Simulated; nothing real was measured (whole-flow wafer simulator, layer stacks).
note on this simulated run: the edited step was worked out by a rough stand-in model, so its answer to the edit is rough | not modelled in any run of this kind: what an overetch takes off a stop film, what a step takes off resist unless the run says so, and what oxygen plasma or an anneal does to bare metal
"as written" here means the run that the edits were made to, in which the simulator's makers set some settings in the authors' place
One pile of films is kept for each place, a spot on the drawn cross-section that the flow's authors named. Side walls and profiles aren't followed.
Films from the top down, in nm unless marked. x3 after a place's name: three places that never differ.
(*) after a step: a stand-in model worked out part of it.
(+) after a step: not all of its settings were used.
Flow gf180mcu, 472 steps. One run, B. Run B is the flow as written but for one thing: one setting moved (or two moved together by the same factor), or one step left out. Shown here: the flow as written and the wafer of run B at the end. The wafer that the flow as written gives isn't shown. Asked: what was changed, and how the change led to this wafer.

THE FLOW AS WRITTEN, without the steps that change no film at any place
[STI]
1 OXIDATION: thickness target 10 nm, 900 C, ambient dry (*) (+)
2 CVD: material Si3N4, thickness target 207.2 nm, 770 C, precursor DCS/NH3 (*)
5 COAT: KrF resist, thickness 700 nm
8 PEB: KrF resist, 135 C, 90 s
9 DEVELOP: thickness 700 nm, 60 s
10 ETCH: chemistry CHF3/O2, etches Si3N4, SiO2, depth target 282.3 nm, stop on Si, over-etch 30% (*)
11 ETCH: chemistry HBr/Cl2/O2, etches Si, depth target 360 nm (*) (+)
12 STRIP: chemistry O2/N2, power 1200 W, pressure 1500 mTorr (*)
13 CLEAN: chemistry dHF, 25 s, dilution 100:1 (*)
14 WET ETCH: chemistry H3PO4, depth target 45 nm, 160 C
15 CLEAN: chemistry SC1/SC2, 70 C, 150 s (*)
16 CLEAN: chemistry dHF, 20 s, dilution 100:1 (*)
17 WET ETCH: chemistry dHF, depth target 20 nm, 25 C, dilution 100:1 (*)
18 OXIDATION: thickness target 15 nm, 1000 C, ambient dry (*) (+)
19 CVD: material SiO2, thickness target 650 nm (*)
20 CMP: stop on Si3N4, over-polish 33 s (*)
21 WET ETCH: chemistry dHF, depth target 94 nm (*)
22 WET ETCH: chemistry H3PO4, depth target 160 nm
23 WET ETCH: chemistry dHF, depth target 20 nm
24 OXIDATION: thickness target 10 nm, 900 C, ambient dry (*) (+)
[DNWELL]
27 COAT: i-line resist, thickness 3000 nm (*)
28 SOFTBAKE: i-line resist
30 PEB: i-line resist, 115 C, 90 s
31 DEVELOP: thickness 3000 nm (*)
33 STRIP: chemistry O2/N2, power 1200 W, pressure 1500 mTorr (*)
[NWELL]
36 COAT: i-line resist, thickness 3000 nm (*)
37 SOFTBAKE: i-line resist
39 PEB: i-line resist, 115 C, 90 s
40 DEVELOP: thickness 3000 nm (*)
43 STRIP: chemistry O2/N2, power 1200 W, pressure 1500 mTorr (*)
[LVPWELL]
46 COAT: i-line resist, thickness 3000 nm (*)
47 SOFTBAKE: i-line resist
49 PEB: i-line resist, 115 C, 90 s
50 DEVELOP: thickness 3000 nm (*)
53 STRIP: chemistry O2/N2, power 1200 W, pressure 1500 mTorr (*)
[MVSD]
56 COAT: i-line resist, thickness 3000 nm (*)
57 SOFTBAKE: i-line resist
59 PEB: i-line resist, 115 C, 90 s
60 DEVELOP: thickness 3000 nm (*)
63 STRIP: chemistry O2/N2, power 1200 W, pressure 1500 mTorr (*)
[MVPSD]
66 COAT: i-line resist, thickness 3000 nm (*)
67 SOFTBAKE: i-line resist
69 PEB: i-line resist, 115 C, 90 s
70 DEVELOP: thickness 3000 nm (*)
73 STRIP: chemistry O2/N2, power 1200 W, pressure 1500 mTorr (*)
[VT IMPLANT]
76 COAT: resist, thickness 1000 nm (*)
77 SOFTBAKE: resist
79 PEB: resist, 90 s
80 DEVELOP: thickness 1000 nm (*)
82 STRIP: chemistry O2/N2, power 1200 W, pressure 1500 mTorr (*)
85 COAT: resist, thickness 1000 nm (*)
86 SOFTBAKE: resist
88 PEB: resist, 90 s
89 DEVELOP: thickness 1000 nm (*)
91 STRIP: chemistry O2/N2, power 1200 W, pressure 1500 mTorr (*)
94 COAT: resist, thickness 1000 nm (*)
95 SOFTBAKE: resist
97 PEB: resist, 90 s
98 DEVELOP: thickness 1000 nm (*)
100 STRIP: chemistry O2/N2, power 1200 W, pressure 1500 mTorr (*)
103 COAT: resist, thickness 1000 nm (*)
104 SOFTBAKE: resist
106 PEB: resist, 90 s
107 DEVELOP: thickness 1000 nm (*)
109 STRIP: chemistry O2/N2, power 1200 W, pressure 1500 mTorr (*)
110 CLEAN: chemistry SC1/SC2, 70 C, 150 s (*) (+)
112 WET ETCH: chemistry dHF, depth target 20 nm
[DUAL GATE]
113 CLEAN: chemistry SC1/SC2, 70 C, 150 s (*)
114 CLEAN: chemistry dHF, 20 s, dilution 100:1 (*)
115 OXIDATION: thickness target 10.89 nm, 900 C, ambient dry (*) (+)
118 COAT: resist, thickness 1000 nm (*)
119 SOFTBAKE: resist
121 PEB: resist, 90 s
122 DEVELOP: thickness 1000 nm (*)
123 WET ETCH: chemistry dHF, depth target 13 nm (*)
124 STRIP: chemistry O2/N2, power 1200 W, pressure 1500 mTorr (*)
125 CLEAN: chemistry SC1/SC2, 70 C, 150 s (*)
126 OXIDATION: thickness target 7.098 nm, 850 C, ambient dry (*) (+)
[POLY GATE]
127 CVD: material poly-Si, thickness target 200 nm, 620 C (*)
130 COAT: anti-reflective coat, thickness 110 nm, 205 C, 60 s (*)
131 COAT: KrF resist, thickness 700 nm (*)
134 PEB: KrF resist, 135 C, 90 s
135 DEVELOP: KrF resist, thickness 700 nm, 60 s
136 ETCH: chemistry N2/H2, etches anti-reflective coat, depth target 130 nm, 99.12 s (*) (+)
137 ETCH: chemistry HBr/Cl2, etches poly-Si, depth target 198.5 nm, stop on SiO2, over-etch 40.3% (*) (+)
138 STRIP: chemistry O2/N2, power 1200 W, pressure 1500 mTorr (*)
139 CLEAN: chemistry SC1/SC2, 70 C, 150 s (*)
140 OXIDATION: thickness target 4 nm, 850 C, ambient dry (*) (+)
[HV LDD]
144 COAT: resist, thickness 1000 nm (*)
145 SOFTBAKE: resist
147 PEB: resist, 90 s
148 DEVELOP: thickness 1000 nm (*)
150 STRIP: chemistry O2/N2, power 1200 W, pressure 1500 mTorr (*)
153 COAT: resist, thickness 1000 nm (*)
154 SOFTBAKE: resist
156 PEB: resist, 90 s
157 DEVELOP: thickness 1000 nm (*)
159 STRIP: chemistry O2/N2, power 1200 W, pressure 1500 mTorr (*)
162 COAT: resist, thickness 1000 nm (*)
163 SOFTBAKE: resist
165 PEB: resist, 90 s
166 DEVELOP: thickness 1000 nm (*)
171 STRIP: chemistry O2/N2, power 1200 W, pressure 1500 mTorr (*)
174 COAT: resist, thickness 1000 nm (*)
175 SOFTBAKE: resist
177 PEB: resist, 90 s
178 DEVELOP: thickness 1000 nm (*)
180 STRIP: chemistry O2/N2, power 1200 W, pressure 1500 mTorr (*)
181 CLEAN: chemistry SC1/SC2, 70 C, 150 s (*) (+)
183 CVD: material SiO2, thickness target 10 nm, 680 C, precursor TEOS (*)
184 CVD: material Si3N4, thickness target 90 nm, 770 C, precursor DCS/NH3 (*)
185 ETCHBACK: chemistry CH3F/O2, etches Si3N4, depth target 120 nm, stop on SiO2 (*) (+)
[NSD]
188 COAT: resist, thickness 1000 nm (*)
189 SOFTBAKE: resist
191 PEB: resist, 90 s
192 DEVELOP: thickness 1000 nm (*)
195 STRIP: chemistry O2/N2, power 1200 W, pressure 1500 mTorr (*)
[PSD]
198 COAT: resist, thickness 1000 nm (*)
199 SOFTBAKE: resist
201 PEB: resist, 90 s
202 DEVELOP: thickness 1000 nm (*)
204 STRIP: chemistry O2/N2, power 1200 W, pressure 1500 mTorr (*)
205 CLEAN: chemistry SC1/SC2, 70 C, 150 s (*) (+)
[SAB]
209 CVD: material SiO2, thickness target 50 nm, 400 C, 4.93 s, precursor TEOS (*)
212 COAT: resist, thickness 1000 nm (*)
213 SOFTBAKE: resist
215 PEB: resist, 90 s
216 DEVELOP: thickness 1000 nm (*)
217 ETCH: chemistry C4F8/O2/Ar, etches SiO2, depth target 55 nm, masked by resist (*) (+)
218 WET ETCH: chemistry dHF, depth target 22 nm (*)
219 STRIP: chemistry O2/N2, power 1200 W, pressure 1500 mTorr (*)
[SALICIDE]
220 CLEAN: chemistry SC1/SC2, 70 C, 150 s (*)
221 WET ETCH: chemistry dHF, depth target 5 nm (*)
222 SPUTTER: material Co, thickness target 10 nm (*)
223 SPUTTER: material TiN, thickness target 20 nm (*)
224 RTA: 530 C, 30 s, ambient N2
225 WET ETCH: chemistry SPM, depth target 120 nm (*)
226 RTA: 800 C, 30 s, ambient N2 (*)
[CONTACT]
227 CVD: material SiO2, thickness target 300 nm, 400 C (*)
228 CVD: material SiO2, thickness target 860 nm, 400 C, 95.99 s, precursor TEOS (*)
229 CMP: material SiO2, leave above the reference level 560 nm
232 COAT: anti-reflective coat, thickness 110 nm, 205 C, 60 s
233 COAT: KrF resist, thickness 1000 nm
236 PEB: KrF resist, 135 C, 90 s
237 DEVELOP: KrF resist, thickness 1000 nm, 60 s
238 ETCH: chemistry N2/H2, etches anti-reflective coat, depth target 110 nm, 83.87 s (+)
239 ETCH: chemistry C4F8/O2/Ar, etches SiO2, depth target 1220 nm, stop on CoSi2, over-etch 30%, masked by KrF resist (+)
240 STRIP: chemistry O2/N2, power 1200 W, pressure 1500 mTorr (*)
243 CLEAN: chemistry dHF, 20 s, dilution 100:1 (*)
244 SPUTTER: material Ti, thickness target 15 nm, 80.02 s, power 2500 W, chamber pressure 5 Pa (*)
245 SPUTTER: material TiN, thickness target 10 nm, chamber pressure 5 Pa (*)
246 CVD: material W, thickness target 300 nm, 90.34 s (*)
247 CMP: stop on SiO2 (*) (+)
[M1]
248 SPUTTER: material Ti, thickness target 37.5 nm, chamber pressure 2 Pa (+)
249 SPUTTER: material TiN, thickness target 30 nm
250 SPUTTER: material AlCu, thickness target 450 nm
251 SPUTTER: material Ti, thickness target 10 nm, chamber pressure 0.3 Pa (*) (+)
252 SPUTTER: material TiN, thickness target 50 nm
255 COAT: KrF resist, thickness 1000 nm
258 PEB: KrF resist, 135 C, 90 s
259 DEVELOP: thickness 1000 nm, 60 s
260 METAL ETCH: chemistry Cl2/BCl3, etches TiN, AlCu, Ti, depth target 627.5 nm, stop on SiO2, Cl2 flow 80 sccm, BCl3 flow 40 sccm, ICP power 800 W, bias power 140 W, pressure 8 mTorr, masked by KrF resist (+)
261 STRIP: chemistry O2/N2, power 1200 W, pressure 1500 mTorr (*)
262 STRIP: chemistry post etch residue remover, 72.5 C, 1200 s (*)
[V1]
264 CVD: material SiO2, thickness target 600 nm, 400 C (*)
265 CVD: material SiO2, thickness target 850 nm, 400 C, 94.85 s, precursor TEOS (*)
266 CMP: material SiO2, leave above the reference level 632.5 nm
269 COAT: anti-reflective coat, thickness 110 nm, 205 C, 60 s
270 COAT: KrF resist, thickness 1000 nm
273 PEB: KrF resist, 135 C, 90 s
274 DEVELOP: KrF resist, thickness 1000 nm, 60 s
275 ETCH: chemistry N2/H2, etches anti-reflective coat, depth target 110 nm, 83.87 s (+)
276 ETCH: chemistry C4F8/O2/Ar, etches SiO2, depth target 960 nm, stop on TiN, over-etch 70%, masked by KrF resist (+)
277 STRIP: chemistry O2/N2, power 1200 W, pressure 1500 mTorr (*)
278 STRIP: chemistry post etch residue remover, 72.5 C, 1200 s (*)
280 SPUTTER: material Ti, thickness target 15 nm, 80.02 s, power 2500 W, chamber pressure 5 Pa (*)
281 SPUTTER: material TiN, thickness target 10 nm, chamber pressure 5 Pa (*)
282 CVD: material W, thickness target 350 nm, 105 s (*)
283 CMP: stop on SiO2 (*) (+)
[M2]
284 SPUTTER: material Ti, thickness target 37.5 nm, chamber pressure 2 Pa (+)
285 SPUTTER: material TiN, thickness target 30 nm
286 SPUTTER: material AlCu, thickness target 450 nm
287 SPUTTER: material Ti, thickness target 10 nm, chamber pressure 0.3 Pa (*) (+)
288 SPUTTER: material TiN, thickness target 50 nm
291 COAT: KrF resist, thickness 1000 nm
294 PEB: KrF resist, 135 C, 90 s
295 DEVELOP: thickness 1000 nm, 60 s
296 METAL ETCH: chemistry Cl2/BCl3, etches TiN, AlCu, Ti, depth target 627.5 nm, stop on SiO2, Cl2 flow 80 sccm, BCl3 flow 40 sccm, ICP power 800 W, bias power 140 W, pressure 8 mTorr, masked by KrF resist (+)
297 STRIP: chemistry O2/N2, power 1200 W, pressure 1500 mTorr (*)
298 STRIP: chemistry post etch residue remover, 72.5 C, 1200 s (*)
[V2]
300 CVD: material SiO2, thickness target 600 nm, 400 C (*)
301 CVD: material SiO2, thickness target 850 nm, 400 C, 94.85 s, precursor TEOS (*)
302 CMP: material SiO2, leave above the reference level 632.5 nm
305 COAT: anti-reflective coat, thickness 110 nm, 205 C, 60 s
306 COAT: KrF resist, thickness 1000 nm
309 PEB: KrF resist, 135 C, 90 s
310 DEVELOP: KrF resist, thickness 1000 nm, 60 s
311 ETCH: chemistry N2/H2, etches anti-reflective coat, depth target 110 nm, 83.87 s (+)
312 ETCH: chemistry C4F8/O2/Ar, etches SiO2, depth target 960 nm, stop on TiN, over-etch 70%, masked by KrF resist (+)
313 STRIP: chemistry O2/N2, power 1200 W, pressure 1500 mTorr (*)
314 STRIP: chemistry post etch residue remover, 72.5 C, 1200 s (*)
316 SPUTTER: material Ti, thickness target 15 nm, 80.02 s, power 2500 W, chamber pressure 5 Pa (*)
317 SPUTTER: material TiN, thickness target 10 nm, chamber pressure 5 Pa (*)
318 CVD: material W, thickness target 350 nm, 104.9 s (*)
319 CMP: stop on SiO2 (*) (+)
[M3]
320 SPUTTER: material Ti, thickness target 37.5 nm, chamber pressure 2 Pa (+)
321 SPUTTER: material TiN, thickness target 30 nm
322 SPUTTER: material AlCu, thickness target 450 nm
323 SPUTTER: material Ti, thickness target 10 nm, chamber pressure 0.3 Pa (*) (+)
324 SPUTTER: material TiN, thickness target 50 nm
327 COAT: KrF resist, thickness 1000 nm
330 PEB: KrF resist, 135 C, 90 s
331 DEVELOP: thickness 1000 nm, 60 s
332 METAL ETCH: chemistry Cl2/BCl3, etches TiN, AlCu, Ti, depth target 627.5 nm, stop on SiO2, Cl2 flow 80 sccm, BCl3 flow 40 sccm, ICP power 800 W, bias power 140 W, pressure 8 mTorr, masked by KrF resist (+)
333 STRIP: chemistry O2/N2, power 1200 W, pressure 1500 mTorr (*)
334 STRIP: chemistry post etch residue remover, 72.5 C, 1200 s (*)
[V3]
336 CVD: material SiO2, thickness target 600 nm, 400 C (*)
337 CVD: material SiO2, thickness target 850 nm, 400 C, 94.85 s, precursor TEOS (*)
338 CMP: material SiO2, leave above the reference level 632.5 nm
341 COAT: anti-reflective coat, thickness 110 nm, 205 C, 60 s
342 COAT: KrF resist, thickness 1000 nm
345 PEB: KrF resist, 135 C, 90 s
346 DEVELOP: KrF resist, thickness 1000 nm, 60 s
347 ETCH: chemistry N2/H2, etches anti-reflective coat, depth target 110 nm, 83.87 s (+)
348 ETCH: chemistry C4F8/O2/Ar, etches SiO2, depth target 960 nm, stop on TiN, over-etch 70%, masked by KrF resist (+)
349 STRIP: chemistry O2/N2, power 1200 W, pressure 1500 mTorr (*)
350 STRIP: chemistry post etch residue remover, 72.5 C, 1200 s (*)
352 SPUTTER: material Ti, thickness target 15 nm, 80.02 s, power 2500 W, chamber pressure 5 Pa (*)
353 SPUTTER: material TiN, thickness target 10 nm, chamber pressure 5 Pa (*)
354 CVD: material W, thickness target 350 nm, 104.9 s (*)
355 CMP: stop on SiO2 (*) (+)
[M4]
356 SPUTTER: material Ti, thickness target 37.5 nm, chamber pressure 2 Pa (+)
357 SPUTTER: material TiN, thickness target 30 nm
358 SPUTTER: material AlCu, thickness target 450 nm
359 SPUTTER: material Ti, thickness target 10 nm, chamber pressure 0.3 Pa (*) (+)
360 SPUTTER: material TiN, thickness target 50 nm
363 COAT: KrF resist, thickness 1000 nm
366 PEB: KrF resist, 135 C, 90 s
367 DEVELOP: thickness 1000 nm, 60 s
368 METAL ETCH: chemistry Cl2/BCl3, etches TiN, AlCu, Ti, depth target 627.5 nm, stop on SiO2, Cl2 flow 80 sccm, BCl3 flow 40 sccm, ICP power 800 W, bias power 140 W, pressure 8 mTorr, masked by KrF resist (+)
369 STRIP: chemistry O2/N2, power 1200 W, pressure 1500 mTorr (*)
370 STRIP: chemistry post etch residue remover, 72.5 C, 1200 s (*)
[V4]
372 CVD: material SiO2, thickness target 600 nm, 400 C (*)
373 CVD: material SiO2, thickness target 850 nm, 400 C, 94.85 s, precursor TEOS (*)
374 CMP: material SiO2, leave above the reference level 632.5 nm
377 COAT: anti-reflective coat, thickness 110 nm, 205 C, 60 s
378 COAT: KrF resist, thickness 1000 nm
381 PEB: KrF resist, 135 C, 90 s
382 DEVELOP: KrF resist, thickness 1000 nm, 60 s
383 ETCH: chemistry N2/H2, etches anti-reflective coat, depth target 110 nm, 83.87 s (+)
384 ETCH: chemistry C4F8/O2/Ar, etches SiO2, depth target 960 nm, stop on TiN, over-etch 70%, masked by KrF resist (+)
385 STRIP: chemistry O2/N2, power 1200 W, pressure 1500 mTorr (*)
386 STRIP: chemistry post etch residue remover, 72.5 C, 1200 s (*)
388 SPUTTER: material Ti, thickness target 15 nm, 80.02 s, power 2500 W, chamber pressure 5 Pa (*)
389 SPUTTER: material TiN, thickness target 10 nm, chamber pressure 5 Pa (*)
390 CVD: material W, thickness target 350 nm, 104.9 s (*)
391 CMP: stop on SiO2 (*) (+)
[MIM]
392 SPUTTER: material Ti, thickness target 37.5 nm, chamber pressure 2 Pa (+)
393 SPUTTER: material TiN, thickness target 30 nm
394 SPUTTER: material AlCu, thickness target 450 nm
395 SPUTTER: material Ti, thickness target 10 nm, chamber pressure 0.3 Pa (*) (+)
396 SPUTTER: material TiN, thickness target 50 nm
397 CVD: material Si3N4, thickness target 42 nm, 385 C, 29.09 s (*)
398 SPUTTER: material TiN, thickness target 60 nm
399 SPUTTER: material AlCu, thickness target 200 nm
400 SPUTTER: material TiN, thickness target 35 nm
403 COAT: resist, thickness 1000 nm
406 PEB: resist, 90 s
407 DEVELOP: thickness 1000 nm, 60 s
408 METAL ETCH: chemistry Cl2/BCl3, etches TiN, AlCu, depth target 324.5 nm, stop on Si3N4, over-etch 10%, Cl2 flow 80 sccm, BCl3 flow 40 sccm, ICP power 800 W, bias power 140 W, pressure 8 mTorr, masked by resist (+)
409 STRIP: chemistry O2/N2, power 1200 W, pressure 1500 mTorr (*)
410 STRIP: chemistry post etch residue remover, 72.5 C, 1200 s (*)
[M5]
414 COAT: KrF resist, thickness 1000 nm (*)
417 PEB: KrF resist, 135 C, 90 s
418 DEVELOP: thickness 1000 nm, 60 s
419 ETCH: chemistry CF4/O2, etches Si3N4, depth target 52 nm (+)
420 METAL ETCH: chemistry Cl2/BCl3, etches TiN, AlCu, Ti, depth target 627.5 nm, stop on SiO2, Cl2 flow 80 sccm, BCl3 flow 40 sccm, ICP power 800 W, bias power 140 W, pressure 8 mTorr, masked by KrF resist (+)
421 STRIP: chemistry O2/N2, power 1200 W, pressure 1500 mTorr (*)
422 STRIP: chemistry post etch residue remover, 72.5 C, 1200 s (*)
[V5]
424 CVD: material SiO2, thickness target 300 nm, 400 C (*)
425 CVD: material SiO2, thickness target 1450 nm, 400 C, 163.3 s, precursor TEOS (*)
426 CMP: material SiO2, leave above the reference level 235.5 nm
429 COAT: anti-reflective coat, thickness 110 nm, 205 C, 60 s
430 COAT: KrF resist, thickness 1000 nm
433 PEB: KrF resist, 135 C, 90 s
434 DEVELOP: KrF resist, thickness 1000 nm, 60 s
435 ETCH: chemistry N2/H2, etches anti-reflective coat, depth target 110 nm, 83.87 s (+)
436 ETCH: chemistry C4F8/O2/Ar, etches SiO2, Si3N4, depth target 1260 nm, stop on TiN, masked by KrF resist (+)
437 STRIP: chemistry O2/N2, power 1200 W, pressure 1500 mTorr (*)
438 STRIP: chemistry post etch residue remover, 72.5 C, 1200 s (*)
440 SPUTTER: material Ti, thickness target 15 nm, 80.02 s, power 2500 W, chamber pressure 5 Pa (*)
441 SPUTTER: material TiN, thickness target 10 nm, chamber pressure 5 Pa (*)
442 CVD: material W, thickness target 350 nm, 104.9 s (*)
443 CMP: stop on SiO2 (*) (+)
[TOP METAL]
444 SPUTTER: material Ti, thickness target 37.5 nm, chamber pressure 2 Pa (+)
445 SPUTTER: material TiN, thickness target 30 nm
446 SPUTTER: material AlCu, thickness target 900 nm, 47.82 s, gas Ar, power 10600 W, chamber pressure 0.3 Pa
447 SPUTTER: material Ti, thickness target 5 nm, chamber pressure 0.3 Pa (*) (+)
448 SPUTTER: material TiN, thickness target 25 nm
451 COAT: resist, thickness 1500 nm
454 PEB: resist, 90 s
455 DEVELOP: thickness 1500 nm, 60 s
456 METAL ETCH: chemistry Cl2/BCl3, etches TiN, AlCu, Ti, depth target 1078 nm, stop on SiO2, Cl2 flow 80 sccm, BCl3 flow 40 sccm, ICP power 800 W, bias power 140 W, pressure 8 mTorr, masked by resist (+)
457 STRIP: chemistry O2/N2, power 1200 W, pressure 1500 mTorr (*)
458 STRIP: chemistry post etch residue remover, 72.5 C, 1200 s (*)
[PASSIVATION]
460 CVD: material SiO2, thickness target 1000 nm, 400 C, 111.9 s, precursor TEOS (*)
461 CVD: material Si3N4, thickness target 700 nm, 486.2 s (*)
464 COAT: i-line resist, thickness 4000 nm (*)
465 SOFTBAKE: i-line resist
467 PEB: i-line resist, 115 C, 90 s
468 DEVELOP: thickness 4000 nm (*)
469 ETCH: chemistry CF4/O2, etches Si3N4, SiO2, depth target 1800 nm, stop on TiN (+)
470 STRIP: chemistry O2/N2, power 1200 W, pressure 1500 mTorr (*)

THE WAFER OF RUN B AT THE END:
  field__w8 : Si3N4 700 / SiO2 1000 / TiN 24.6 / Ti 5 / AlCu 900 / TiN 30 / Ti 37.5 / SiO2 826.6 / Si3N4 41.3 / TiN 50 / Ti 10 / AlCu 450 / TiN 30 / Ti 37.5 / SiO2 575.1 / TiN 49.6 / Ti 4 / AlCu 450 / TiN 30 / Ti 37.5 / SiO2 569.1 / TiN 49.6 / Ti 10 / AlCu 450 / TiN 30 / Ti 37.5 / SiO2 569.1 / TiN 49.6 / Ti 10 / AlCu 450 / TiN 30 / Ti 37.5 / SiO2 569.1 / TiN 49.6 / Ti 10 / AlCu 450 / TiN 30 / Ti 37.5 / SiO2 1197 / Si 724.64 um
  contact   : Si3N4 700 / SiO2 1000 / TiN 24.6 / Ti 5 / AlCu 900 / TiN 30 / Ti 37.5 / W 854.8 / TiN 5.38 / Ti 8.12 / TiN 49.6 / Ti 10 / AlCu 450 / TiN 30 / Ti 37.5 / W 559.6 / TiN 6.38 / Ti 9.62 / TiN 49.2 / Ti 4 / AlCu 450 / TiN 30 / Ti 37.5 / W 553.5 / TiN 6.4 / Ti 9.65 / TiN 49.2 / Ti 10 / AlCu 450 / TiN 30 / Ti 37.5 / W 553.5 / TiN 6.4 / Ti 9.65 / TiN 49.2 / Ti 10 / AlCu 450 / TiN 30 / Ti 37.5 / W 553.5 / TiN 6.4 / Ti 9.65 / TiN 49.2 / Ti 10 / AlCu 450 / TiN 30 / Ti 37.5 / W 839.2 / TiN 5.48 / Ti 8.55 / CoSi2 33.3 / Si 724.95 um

The cause: step 359, SPUTTER: thickness target 4 nm was run, where the flow has thickness target 10 nm.
It can be read off the wafer: field__w8 has Ti 4, and step 359 as written asks for 10 nm.

How the change led to this, step by step:
  359 SPUTTER: material Ti, thickness target 10 nm, chamber pressure 0.3 Pa (*) (+)
      field, field__w1, field__w2 and 108 more: Ti +4 (new film) (as written it would be: Ti +10 (new film))
  368 METAL ETCH: chemistry Cl2/BCl3, etches TiN, AlCu, Ti, depth target 627.5 nm, stop on SiO2, Cl2 flow 80 sccm, BCl3 flow 40 sccm, ICP power 800 W, bias power 140 W, pressure 8 mTorr, masked by KrF resist (+)
      field, field__w1, field__w2 and 103 more: TiN -50 (all of it), Ti -4 (all of it), AlCu -450 (all of it), TiN -30 (all of it), Ti -37.5 (all of it) (as written it would be: TiN -50 (all of it), Ti -10 (all of it), AlCu -450 (all of it), TiN -30 (all of it), Ti -37.5 (all of it))
